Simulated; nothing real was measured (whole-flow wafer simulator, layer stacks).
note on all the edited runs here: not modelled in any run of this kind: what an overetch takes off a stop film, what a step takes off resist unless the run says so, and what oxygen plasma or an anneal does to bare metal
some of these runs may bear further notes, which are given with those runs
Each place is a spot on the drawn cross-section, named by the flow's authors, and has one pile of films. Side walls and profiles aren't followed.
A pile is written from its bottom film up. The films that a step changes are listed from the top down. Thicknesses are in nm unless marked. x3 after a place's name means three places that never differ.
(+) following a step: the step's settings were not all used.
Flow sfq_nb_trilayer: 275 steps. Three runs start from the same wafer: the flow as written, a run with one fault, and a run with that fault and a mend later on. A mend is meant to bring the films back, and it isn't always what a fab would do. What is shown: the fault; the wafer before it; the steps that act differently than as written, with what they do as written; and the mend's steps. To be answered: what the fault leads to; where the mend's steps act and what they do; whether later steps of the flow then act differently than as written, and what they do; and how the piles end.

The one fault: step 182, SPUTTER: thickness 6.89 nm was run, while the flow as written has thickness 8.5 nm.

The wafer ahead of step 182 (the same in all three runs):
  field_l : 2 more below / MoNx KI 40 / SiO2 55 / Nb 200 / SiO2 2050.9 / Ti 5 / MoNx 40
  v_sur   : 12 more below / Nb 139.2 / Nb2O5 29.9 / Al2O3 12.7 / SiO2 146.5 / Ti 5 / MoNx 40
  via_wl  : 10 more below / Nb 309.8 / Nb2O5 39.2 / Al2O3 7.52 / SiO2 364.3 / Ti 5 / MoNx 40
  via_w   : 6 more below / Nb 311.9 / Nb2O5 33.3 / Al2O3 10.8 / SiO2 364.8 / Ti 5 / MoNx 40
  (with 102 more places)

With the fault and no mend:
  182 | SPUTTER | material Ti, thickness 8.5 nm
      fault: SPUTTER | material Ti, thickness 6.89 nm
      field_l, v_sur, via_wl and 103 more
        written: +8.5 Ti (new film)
        fault: +6.89 Ti (new film)
  Later steps of the flow acting differently than as written (20 other steps are not shown; they differ only slightly, by no more than 2% or 0.5 nm, whichever is larger):
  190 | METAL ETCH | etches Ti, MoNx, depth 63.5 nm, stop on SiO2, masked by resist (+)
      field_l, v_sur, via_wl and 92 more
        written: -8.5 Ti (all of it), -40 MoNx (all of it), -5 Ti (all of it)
        fault: -6.89 Ti (all of it), -40 MoNx (all of it), -5 Ti (all of it)
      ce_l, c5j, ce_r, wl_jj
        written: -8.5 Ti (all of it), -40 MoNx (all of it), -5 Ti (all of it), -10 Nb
        fault: -6.89 Ti (all of it), -40 MoNx (all of it), -5 Ti (all of it), -11.6 Nb
  The piles end different from the flow's at be_r, r_sur, res, r_end, r5r_line_l, r5r_line_c, r5r_line_r by more than 2% or 0.5 nm, whichever is larger.
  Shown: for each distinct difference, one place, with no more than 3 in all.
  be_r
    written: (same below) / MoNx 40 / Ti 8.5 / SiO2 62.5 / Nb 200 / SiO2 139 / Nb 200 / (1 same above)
    fault: (same below) / MoNx 40 / Ti 6.89 / SiO2 62.5 / Nb 200 / SiO2 140.6 / Nb 200 / (1 same above)
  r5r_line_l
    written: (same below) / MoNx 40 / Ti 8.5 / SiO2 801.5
    fault: (same below) / MoNx 40 / Ti 6.89 / SiO2 803.1
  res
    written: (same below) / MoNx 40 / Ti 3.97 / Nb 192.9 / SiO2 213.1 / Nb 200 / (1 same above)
    fault: (same below) / MoNx 40 / Ti 2.36 / Nb 192.9 / SiO2 214.7 / Nb 200 / (1 same above)

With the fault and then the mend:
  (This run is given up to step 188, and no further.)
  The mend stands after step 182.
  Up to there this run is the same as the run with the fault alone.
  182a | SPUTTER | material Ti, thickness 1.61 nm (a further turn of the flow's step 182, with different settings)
      field_l, v_sur, via_wl and 103 more
        +1.61 Ti
  Later steps of the flow up to step 188 that are run all act as written at every place that is followed.
  At every place that both follow, the piles after step 188 match the flow's.
